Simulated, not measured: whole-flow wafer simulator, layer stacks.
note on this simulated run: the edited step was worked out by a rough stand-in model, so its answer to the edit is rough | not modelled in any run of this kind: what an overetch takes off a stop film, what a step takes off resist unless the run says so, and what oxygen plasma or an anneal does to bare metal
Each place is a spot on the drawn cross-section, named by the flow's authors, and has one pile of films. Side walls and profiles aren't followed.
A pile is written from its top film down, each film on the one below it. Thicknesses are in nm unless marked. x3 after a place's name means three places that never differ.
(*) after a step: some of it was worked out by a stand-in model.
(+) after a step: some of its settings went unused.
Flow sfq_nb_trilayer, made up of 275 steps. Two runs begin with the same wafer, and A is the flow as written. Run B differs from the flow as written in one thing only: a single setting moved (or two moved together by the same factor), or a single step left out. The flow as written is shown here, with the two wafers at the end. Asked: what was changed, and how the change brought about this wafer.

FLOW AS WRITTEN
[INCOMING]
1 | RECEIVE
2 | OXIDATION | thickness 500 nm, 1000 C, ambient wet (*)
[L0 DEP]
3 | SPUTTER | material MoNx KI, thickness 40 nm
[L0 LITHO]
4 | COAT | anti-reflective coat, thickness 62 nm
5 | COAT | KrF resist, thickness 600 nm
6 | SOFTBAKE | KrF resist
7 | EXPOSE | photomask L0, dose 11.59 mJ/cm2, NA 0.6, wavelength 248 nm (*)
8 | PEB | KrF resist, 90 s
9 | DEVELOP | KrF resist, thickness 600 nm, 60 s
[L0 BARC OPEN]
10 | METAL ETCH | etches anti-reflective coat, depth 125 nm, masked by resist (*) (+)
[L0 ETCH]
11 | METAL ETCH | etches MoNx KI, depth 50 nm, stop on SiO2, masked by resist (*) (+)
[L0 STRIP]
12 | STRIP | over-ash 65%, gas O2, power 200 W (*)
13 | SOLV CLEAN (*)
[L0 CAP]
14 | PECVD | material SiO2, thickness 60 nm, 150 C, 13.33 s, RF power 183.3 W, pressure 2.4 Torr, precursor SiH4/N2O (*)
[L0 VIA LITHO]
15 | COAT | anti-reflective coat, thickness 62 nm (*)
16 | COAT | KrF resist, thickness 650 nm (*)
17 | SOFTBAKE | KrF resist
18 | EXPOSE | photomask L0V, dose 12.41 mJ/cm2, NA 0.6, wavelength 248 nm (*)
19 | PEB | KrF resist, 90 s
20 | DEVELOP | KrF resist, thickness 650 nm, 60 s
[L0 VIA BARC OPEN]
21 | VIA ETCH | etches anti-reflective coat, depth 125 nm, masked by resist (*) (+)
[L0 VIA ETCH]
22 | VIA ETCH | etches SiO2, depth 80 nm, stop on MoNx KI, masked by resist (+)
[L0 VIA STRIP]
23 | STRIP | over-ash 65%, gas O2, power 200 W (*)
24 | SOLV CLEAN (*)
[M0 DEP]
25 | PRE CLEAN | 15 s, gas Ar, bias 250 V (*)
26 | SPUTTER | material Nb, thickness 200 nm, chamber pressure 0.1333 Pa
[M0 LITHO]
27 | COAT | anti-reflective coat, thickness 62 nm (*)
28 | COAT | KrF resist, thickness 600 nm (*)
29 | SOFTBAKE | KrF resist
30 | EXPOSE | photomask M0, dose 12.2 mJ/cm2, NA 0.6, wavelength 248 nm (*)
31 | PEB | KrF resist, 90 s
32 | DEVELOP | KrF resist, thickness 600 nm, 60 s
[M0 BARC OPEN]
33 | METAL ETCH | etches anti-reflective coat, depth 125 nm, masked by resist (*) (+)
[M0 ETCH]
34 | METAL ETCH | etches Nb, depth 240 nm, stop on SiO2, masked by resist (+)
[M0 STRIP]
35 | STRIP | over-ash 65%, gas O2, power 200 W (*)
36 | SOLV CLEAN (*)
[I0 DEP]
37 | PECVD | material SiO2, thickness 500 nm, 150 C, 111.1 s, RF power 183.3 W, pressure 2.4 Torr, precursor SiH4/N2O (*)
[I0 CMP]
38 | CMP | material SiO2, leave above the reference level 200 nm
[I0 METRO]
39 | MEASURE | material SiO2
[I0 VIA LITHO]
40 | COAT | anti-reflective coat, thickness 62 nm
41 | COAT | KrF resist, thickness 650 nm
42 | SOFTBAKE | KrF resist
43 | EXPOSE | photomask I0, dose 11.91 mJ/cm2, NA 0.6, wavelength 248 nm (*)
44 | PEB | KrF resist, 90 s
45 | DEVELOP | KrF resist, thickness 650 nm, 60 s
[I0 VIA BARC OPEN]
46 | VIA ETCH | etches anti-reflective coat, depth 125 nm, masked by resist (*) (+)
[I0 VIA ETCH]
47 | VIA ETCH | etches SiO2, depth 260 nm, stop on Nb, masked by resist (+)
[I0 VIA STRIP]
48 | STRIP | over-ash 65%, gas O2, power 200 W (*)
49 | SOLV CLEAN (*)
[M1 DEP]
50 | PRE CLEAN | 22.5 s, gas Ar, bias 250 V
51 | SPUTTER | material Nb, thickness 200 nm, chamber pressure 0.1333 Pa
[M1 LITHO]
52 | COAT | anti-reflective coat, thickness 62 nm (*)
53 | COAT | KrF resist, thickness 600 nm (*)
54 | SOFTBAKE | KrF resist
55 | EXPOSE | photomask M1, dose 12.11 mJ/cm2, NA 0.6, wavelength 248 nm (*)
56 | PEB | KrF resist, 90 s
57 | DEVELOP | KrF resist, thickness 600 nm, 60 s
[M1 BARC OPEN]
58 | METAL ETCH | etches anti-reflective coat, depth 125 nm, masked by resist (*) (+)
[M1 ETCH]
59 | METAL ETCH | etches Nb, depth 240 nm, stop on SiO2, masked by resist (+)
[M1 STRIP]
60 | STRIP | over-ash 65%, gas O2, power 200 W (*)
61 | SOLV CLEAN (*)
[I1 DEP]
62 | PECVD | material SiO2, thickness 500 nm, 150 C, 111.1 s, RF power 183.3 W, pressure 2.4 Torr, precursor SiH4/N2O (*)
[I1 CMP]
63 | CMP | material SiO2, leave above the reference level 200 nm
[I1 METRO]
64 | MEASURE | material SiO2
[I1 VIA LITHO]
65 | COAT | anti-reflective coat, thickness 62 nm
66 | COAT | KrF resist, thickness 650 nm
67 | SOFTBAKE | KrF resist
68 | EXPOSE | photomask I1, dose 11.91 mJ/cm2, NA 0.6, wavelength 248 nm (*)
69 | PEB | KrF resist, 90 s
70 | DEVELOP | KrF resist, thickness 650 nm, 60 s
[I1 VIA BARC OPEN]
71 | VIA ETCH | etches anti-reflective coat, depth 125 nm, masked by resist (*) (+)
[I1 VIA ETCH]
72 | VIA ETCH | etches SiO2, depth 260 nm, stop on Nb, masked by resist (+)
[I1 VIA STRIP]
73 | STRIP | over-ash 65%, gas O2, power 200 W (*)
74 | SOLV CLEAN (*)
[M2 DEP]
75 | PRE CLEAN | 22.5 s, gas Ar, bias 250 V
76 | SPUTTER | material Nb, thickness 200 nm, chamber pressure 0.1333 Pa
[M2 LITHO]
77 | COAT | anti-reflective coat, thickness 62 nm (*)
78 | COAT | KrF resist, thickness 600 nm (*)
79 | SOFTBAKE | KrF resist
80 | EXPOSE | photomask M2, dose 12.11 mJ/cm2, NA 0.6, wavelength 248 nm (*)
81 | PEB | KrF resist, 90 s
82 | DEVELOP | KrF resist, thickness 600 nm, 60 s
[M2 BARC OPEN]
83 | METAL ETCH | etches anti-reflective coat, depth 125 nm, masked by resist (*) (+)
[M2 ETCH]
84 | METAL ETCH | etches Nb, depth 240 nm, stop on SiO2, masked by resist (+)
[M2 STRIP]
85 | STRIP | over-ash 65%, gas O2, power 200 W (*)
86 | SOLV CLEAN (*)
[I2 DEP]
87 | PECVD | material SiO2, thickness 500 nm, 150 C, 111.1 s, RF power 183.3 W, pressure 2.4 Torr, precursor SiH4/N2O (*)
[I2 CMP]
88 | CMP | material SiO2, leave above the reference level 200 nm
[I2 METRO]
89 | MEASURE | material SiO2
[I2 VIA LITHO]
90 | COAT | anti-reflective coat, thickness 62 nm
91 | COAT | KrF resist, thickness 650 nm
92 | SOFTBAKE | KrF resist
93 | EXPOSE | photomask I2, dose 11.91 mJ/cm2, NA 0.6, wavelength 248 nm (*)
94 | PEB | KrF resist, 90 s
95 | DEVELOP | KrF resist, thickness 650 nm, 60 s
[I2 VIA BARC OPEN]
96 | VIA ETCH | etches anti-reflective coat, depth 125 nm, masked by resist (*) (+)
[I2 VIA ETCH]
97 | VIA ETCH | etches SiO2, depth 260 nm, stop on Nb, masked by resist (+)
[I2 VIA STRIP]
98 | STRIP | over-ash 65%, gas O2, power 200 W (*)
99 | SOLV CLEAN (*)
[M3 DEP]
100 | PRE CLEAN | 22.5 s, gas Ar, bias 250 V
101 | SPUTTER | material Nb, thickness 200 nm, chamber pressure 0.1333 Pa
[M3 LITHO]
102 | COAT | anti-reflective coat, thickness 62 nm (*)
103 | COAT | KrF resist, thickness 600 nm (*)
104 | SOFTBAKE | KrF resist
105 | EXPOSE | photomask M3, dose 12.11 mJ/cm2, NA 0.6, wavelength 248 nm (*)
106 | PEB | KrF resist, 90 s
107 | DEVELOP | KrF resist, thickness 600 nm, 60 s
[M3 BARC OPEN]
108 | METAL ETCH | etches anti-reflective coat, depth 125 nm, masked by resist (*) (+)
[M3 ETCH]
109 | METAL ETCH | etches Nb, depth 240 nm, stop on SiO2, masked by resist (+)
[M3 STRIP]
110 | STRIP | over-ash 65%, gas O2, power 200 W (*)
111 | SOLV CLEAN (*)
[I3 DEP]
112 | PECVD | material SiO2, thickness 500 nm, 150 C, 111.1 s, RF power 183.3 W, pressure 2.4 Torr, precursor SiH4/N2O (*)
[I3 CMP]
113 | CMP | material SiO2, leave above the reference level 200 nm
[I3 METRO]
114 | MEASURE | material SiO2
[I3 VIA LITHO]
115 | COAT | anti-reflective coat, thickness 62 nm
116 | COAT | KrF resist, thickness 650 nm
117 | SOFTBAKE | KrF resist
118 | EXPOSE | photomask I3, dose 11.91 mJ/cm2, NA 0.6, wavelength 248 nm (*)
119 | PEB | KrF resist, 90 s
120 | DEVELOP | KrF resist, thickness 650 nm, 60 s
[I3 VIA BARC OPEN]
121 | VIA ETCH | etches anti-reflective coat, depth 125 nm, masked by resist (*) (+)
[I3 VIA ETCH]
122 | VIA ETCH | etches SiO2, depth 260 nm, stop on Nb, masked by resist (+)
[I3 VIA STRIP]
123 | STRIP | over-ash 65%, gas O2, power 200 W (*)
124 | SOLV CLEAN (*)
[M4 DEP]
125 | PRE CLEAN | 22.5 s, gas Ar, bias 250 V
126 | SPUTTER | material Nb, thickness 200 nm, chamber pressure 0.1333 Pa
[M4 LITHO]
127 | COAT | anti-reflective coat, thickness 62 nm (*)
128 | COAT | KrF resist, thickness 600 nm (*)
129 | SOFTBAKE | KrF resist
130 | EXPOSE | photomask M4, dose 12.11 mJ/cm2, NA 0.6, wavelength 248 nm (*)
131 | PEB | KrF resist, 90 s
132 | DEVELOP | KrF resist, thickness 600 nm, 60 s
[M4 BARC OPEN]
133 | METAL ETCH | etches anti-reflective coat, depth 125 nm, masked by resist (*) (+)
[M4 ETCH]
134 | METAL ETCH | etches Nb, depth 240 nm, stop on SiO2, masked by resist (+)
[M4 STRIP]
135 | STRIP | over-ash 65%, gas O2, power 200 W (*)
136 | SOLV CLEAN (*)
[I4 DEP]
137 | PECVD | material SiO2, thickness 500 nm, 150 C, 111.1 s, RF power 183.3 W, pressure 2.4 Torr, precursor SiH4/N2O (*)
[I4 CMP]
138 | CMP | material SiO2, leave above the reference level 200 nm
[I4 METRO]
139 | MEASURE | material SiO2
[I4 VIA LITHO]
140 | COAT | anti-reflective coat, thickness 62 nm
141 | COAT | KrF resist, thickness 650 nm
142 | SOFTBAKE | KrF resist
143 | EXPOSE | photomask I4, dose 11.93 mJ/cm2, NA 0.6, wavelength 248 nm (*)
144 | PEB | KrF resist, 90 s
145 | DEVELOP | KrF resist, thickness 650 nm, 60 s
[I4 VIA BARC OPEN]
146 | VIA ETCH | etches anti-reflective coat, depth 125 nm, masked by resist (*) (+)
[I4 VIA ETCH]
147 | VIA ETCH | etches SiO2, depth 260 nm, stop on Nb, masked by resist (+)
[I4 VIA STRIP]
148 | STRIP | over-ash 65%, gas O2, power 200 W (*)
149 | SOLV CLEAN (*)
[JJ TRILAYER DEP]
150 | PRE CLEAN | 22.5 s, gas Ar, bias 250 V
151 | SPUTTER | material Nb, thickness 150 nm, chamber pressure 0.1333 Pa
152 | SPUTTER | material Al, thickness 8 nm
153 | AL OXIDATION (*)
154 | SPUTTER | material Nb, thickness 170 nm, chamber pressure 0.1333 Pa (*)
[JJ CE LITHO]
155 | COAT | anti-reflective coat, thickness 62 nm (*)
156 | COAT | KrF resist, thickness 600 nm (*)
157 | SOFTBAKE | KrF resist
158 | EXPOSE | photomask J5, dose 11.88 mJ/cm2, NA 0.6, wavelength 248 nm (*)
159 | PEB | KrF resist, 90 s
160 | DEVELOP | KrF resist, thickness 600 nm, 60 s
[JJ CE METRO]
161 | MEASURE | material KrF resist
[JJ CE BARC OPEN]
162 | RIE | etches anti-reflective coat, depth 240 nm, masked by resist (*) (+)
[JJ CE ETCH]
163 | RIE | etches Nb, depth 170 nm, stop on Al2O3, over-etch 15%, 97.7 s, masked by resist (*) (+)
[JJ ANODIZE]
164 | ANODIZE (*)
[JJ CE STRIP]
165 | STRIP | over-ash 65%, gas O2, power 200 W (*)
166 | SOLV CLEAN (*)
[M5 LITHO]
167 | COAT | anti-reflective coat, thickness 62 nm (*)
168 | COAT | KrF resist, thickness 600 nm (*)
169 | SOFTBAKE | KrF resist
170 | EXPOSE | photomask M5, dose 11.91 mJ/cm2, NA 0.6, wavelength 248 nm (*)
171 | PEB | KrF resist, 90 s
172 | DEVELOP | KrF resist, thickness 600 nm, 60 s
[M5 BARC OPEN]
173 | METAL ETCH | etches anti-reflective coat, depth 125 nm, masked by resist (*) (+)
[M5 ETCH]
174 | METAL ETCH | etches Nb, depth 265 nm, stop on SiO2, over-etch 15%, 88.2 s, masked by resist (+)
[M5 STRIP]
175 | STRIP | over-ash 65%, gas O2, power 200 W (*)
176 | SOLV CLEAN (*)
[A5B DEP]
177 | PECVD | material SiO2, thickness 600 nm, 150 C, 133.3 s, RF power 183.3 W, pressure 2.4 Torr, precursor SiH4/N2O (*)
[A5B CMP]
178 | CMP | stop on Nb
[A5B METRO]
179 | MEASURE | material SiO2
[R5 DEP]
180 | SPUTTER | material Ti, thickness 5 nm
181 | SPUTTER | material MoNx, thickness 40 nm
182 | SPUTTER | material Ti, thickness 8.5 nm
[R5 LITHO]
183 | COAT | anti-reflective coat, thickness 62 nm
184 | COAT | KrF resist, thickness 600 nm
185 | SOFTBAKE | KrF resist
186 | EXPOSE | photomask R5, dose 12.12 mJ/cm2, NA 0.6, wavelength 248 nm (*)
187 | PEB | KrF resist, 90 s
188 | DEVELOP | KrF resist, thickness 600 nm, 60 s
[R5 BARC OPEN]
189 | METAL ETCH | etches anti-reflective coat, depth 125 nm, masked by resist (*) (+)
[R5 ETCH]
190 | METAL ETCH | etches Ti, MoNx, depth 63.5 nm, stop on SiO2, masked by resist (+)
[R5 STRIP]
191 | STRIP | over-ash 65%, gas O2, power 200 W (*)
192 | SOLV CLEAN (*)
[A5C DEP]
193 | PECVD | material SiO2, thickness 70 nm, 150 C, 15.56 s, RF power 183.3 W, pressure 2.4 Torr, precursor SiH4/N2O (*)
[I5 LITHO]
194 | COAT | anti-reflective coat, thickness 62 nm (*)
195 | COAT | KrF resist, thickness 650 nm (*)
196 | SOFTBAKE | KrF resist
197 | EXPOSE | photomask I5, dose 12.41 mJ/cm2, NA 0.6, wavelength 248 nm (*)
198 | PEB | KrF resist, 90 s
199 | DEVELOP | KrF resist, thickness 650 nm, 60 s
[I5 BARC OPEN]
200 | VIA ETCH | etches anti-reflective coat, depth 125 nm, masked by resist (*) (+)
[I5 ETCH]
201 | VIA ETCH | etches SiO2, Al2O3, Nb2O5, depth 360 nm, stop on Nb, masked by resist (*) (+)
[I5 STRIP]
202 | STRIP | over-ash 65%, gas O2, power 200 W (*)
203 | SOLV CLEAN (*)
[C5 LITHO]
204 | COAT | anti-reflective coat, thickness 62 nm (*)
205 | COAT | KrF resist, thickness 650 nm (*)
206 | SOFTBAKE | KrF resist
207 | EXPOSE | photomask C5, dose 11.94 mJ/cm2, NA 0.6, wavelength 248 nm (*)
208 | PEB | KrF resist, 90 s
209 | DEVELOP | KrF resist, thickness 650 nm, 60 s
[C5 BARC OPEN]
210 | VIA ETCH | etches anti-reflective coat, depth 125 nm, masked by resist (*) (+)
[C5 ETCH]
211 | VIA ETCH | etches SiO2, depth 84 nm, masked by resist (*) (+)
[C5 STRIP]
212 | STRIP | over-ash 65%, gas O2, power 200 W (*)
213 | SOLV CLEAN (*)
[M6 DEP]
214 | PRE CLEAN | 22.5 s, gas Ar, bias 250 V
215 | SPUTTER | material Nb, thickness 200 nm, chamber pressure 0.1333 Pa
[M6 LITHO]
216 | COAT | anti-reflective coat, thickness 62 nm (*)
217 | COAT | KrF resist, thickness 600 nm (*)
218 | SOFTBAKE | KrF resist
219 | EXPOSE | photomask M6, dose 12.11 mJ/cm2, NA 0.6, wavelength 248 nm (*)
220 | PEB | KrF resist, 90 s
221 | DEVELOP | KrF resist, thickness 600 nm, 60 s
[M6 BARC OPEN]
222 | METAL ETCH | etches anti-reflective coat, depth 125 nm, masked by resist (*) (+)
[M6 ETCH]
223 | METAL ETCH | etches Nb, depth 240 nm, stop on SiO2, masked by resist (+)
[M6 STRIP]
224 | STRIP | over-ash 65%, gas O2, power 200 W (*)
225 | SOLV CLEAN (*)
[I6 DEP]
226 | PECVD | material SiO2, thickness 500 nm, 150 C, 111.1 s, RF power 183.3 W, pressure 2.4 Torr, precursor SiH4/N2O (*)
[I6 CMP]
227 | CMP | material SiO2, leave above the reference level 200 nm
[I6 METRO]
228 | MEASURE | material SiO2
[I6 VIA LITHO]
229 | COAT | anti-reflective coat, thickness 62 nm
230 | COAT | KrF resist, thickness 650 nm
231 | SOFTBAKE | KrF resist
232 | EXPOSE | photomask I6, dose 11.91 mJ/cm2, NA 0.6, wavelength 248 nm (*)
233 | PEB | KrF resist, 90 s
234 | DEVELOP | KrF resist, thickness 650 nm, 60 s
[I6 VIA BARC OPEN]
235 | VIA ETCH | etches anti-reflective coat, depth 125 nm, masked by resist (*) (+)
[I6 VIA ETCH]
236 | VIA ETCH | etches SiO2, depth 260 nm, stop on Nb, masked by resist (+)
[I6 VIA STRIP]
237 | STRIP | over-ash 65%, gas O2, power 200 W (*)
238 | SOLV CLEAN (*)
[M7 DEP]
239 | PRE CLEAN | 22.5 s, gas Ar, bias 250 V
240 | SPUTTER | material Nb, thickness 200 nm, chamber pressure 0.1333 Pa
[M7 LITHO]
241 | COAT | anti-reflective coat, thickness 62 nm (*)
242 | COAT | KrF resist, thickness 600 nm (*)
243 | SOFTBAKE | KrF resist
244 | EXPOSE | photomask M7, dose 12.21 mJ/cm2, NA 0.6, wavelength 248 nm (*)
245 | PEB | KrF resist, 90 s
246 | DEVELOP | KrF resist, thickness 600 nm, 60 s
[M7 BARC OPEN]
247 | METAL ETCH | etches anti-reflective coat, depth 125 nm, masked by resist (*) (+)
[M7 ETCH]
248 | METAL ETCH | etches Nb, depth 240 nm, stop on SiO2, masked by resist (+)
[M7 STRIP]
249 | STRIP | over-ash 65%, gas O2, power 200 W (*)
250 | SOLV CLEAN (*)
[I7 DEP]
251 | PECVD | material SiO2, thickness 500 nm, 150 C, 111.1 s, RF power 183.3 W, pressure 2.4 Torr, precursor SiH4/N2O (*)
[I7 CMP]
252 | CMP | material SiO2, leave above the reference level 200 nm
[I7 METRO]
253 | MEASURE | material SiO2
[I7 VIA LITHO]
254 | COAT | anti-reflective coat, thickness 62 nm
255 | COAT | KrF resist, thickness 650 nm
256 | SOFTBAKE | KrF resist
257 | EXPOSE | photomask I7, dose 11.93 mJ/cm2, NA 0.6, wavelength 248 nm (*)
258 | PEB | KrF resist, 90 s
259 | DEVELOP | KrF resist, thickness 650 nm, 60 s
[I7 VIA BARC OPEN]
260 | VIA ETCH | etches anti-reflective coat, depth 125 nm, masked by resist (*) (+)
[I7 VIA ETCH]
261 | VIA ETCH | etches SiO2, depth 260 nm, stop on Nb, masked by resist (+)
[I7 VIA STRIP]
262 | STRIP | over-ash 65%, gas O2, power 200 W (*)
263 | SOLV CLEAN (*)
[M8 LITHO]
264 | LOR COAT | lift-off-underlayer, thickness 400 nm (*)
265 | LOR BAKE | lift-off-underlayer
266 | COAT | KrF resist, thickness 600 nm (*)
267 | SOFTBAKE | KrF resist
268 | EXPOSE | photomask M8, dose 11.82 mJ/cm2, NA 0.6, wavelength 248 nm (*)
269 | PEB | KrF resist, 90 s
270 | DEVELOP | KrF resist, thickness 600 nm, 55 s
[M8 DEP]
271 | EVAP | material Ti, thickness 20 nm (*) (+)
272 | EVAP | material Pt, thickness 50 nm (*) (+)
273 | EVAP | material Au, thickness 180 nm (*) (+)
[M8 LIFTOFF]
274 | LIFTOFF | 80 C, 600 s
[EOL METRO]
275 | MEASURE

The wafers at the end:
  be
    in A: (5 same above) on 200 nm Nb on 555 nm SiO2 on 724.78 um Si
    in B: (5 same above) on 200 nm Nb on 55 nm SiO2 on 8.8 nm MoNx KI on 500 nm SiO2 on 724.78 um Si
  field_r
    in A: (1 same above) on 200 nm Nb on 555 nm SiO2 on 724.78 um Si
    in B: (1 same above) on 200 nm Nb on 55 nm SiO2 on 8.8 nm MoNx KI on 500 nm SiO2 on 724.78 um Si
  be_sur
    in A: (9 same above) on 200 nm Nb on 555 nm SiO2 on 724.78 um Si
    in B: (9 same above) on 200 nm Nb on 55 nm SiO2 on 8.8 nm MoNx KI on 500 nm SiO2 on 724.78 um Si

What caused this: step 11, METAL ETCH: depth 31.2 nm was run, though the flow has depth 50 nm.

Step by step, how the change led to this:
  11 | METAL ETCH | etches MoNx KI, depth 50 nm, stop on SiO2, masked by resist (*) (+)
      v_sur, via_wl, via_w and 97 more: A MoNx KI loses 40 (all of it) | B MoNx KI loses 31.2
      field_l, l0_sur, l0v, l0r_line_l, l0r_line_c, l0r_line_r: A KrF resist loses 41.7 | B KrF resist loses 26
  12 | STRIP | over-ash 65%, gas O2, power 200 W (*)
      field_l, l0_sur, l0v, l0r_line_l, l0r_line_c, l0r_line_r: A KrF resist loses 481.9 (all of it), anti-reflective coat loses 62 (all of it) | B KrF resist loses 497.6 (all of it), anti-reflective coat loses 62 (all of it)
  14 | PECVD | material SiO2, thickness 60 nm, 150 C, 13.33 s, RF power 183.3 W, pressure 2.4 Torr, precursor SiH4/N2O (*)
      v_sur, via_wl, via_w and 97 more: A SiO2 gains 60 | B SiO2 gains 60 (new film)
  15 | COAT | anti-reflective coat, thickness 62 nm (*)
      v_sur: A anti-reflective coat gains 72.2 (new film) | B anti-reflective coat gains 70 (new film)
      l0_sur: A anti-reflective coat gains 54.2 (new film) | B anti-reflective coat gains 55.8 (new film)
      (also at 1 further place)
  23 | STRIP | over-ash 65%, gas O2, power 200 W (*)
      v_sur: A KrF resist loses 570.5 (all of it), anti-reflective coat loses 72.2 (all of it) | B KrF resist loses 567.9 (all of it), anti-reflective coat loses 70 (all of it)
      l0_sur: A KrF resist loses 552.8 (all of it), anti-reflective coat loses 54.2 (all of it) | B KrF resist loses 554.4 (all of it), anti-reflective coat loses 55.8 (all of it)
      (also at 1 further place)
  27 | COAT | anti-reflective coat, thickness 62 nm (*)
      v_sur: A anti-reflective coat gains 72.3 (new film) | B anti-reflective coat gains 70.1 (new film)
      lsp_r: A anti-reflective coat gains 67.8 (new film) | B anti-reflective coat gains 66.4 (new film)
      (also at 2 further places)
  35 | STRIP | over-ash 65%, gas O2, power 200 W (*)
      v_sur: A KrF resist loses 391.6 (all of it), anti-reflective coat loses 72.3 (all of it) | B KrF resist loses 389.4 (all of it), anti-reflective coat loses 70.1 (all of it)
      lsp_r: A KrF resist loses 389.8 (all of it), anti-reflective coat loses 67.8 (all of it) | B KrF resist loses 387.2 (all of it), anti-reflective coat loses 66.4 (all of it)
      (also at 2 further places)
  38 | CMP | material SiO2, leave above the reference level 200 nm
      field_l, l0_sur, l0r_line_l, l0r_line_c, l0r_line_r: A SiO2 loses 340 | B SiO2 loses 331.2
      l0v: A SiO2 loses 277.8 | B SiO2 loses 269
With metal films that touch counted as one body, be has 4 bodies (between them, from the top down: SiO2 503.2; SiO2 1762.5; SiO2 55); the flow as written gives 3 bodies (between them, from the top down: SiO2 503.2; SiO2 1762.5).
With metal films that touch counted as one body, field_r has 2 bodies (between them, from the top down: SiO2 55); the flow as written gives 1 body.
With metal films that touch counted as one body, be_sur has 5 bodies (between them, from the top down: SiO2 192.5; SiO2 209 / Al2O3 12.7 / Nb2O5 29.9; SiO2 1762.5; SiO2 55); the flow as written gives 4 bodies (between them, from the top down: SiO2 192.5; SiO2 209 / Al2O3 12.7 / Nb2O5 29.9; SiO2 1762.5).
